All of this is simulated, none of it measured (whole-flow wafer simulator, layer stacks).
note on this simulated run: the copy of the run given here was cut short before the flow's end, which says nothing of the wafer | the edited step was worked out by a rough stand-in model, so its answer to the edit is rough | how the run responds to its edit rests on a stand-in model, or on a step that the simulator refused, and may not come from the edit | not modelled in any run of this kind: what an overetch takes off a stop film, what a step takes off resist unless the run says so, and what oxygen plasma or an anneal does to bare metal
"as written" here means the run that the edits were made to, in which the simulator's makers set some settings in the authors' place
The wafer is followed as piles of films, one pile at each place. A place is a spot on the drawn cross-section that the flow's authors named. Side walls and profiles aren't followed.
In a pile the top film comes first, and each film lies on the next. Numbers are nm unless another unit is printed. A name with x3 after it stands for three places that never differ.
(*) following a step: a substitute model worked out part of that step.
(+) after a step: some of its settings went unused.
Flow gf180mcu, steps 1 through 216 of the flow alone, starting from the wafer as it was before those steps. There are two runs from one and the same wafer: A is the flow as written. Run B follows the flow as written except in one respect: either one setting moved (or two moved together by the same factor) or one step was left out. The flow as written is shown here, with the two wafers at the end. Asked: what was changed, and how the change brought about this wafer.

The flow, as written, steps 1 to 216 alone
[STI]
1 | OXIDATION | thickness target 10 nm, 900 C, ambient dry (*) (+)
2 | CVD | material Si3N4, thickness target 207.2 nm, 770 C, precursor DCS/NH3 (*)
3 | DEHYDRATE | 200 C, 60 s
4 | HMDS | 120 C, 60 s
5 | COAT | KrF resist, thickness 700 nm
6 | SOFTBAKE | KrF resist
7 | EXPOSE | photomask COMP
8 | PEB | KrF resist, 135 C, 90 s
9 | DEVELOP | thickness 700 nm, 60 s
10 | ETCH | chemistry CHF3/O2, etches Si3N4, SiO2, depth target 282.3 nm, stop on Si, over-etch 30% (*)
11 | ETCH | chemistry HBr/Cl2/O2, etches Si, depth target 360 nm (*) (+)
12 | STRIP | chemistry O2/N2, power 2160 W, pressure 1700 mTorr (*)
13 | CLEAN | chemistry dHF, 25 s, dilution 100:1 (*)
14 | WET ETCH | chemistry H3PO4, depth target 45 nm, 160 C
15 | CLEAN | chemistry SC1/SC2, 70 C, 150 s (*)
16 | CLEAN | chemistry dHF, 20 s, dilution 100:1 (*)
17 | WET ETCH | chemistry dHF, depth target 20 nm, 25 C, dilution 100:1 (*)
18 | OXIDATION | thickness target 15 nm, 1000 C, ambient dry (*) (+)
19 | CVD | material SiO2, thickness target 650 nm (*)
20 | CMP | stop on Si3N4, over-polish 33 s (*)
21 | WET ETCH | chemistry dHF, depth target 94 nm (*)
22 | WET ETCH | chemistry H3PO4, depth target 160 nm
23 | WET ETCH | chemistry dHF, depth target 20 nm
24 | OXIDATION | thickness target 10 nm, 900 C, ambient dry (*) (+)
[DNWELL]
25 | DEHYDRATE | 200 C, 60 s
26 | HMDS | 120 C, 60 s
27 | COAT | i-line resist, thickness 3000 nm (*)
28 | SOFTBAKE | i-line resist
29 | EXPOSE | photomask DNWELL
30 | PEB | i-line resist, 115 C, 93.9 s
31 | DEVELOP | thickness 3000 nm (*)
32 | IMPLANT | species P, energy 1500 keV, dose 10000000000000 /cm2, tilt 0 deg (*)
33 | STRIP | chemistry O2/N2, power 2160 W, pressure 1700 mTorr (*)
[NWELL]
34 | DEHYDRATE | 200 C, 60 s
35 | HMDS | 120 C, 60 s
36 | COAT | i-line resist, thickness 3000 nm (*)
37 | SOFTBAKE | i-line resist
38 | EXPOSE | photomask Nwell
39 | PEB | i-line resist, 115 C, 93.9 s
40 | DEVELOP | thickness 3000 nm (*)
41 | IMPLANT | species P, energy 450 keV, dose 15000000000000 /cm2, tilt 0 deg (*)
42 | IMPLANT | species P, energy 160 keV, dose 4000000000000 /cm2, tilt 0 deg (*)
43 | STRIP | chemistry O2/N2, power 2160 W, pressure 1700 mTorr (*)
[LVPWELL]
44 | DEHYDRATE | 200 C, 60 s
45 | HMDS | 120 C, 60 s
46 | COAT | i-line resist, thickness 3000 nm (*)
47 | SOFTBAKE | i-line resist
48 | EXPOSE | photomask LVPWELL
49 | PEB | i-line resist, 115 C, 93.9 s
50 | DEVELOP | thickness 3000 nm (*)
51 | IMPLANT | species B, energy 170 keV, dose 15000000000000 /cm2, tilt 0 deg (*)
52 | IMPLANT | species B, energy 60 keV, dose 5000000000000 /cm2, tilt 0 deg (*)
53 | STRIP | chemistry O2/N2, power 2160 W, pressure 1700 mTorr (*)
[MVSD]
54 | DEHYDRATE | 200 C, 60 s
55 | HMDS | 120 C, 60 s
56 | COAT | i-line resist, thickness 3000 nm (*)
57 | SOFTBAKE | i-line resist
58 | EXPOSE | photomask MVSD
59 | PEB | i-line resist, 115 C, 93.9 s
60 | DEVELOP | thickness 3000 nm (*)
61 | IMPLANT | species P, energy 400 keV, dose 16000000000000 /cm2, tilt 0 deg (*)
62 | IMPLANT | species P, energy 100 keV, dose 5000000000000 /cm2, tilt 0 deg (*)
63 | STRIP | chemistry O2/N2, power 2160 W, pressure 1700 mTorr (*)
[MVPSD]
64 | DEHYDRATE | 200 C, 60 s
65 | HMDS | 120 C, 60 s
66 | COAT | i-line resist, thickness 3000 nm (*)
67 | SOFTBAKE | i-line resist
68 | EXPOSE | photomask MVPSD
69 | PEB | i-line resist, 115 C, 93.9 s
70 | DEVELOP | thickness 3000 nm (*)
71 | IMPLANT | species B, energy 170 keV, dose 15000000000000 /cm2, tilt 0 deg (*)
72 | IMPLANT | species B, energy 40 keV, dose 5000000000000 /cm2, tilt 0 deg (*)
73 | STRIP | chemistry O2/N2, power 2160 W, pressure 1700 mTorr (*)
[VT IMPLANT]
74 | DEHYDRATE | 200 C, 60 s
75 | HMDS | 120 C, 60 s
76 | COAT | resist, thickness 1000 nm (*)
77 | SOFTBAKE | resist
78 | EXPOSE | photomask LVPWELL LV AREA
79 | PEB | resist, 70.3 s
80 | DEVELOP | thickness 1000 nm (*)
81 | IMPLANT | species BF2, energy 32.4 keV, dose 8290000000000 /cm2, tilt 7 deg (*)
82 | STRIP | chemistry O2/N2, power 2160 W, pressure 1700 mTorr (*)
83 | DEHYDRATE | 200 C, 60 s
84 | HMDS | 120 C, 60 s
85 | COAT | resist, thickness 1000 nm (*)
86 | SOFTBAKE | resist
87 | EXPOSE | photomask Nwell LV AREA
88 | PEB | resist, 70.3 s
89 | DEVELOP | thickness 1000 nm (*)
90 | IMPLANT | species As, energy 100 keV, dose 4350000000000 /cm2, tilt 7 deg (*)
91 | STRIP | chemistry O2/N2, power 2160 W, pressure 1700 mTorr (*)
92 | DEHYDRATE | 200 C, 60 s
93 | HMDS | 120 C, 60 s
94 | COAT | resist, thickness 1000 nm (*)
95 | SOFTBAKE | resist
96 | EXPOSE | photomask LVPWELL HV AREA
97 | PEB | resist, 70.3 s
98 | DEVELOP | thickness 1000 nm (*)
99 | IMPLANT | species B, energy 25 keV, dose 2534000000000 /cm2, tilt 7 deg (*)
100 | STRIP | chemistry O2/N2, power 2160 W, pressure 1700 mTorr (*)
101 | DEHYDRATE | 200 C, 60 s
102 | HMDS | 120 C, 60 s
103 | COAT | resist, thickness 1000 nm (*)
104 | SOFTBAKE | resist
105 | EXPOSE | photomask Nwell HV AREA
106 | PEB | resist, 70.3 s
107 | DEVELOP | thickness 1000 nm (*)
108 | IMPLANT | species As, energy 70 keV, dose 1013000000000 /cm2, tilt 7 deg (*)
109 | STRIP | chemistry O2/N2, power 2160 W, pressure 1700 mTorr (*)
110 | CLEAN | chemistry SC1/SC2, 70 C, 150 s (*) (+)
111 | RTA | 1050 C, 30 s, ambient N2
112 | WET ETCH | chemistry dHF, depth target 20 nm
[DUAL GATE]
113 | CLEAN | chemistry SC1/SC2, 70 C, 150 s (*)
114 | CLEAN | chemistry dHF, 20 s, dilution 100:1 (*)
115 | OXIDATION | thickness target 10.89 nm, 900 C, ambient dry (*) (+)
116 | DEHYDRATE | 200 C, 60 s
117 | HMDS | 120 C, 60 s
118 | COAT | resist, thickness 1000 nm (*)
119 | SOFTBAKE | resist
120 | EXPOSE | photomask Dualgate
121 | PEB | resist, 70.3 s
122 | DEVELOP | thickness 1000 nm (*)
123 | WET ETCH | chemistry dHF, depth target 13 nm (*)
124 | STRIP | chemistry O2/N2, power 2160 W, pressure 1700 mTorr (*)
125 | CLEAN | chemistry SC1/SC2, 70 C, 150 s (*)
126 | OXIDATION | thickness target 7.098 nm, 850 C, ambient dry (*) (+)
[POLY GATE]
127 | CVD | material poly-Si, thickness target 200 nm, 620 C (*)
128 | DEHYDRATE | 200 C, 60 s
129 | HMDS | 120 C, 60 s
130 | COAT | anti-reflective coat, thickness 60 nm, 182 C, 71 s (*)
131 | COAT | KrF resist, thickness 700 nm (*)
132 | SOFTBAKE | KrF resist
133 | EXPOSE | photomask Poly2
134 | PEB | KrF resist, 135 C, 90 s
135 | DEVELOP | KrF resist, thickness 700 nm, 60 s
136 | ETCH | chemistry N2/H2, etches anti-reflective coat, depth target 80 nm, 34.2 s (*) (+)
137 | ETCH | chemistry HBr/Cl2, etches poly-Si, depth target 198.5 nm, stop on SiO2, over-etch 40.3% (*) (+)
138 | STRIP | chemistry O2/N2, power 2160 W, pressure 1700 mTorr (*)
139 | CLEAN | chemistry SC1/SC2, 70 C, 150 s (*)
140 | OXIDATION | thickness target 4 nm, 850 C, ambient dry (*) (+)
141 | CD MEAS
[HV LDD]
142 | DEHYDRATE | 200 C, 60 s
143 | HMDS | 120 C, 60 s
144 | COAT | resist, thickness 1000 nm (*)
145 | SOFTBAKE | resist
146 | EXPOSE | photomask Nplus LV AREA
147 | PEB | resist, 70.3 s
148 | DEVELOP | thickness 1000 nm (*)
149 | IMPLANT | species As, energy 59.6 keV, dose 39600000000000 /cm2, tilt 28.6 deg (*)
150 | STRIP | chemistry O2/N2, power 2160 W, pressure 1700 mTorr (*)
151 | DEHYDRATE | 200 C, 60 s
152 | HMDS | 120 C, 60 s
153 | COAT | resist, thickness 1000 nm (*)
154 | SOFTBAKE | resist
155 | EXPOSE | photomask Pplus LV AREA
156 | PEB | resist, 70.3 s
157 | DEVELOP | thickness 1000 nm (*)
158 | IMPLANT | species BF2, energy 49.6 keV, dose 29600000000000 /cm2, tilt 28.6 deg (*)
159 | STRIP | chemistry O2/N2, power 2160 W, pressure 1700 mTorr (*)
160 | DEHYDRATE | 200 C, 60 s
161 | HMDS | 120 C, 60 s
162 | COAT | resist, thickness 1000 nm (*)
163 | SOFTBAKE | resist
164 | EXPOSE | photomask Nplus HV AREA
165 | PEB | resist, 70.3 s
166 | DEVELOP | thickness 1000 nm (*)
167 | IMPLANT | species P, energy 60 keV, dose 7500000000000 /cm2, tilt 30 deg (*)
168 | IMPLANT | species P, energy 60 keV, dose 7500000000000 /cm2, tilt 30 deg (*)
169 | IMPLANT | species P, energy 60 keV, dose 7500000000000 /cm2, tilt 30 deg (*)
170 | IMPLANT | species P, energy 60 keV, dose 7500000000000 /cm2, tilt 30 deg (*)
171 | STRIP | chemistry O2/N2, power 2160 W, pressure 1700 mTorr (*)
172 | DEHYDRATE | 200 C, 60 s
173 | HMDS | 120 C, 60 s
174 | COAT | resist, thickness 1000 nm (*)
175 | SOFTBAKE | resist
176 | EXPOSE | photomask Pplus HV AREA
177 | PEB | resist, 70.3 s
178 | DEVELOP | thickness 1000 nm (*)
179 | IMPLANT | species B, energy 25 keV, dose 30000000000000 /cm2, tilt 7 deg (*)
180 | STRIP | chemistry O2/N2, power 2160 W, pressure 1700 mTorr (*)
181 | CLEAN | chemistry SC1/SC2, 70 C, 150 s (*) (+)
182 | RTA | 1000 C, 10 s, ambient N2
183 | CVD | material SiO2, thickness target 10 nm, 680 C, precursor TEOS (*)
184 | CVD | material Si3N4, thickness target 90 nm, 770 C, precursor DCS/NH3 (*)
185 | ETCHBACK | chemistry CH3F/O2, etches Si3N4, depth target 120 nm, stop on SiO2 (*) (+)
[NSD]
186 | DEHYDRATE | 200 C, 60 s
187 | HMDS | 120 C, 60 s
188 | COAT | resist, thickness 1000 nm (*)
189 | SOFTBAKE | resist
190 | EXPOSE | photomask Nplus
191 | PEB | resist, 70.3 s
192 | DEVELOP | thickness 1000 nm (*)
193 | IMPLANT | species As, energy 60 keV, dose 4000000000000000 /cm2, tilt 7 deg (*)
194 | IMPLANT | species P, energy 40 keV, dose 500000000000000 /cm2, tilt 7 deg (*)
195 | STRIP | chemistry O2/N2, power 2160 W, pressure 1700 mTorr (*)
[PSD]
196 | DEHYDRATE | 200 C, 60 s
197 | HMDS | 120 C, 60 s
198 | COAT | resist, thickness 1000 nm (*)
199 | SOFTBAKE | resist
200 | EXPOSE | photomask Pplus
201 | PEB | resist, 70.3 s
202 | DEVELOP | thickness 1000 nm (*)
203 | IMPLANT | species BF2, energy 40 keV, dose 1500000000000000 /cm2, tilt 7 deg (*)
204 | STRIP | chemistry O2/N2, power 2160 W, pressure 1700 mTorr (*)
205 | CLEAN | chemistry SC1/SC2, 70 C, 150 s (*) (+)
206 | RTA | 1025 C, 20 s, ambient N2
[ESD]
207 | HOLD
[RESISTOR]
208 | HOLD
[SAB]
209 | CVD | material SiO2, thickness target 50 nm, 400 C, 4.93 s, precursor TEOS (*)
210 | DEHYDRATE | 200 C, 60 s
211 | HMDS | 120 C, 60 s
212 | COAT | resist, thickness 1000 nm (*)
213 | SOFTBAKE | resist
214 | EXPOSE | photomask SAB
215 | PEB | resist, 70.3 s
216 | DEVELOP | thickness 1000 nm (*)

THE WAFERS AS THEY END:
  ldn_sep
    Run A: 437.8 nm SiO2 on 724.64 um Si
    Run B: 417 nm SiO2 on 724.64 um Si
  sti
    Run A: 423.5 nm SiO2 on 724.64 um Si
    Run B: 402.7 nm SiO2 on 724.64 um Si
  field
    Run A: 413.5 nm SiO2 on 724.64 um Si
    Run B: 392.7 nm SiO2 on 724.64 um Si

Cause: step 21, WET ETCH: depth target 115 nm was run, though the flow has depth target 94 nm.

How this came from the change, step by step:
  21 | WET ETCH | chemistry dHF, depth target 94 nm (*)
      active, n_well, p_well and 40 more: A Si3N4 loses 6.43 | B Si3N4 loses 7.85
      field, field_sub, sti and 34 more: A SiO2 loses 94 | B SiO2 loses 115
  28 | SOFTBAKE | i-line resist
      nw_enc_fld: A i-line resist loses 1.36 | B i-line resist gains 1.43
      ldn_fp, ldn_drn: A i-line resist gains 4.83 | B i-line resist gains 2.33
      (as well as at 52 more places)
  37 | SOFTBAKE | i-line resist
      nw_enc_fld: A i-line resist loses 1.36 | B i-line resist gains 1.43
      ldn_fp, ldn_drn: A i-line resist gains 4.83 | B i-line resist gains 2.33
      (as well as at 52 more places)
  47 | SOFTBAKE | i-line resist
      nw_enc_fld: A i-line resist loses 1.36 | B i-line resist gains 1.43
      ldn_fp, ldn_drn: A i-line resist gains 4.83 | B i-line resist gains 2.33
      (as well as at 52 more places)
  57 | SOFTBAKE | i-line resist
      nw_enc_fld: A i-line resist loses 1.36 | B i-line resist gains 1.43
      ldn_fp, ldn_drn: A i-line resist gains 4.83 | B i-line resist gains 2.33
      (as well as at 52 more places)
  67 | SOFTBAKE | i-line resist
      nw_enc_fld: A i-line resist loses 1.36 | B i-line resist gains 1.43
      ldn_fp, ldn_drn: A i-line resist gains 4.83 | B i-line resist gains 2.33
      (as well as at 52 more places)
  77 | SOFTBAKE | resist
      ldn_src, ldp_gr: A resist gains 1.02 | B resist gains 0.49
      ldn_dft, ldp_dft: A resist loses 0.98 | B resist loses 0.47
      (as well as at 22 more places)
  86 | SOFTBAKE | resist
      ldn_src, ldp_gr: A resist gains 1.02 | B resist gains 0.49
      ldn_dft, ldp_dft: A resist loses 0.98 | B resist loses 0.47
      (as well as at 22 more places)
  95 | SOFTBAKE | resist
      ldn_src, ldp_gr: A resist gains 1.02 | B resist gains 0.49
      ldn_dft, ldp_dft: A resist loses 0.98 | B resist loses 0.47
      (as well as at 22 more places)
  104 | SOFTBAKE | resist
      ldn_src, ldp_gr: A resist gains 1.02 | B resist gains 0.49
      ldn_dft, ldp_dft: A resist loses 0.98 | B resist loses 0.47
      (as well as at 22 more places)
  118 | COAT | resist, thickness 1000 nm (*)
      p_well, spacer, sd_n: A resist gains 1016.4 (new film) | B resist gains 996 (new film)
  119 | SOFTBAKE | resist
      ldn_dft, ldp_dft: A resist loses 0.55 | B nothing
      field_sub: A resist loses 0.73 | B resist gains 0.22
      (as well as at 24 more places)
  122 | DEVELOP | thickness 1000 nm (*)
      p_well, spacer, sd_n: A resist loses 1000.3 (all of it) | B resist loses 980.2 (all of it)
  130 | COAT | anti-reflective coat, thickness 60 nm, 182 C, 71 s (*)
      p_well, spacer, sd_n: A anti-reflective coat gains 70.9 (new film) | B anti-reflective coat gains 50.8 (new film)
      ldn_ch, ldp_ch: A anti-reflective coat gains 66.7 (new film) | B anti-reflective coat gains 59.9 (new film)
      (as well as at 76 more places)
  136 | ETCH | chemistry N2/H2, etches anti-reflective coat, depth target 80 nm, 34.2 s (*) (+)
      p_well, spacer, sd_n: A anti-reflective coat loses 70.9 (all of it), poly-Si loses 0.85 | B anti-reflective coat loses 50.8 (all of it), poly-Si loses 1.36
      ldn_dft, ldp_dft: A anti-reflective coat loses 48.7 (all of it), poly-Si loses 1.42 | B anti-reflective coat loses 60.2 (all of it), poly-Si loses 1.12
      (as well as at 51 more places)
  138 | STRIP | chemistry O2/N2, power 2160 W, pressure 1700 mTorr (*)
      gate: A chemical SiO2 gains 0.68 (new film), KrF resist loses 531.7 (all of it), anti-reflective coat loses 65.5 (all of it), poly-Si loses 0.3 | B chemical SiO2 gains 0.69 (new film), KrF resist loses 528.7 (all of it), anti-reflective coat loses 56.3 (all of it), poly-Si loses 0.3
      gate_hv: A chemical SiO2 gains 0.68 (new film), KrF resist loses 528.4 (all of it), anti-reflective coat loses 61 (all of it), poly-Si loses 0.3 | B chemical SiO2 gains 0.69 (new film), KrF resist loses 522.8 (all of it), anti-reflective coat loses 58.2 (all of it), poly-Si loses 0.3
      (as well as at 23 more places)
  ... another 30 steps ...
  216 | DEVELOP | thickness 1000 nm (*)
      p_well, sd_n: A resist loses 996.4 (all of it) | B resist loses 975.1 (all of it)
      field__w6: A resist loses 1026.2 (all of it) | B resist loses 1064.4 (all of it)
      (as well as at 1 more place)
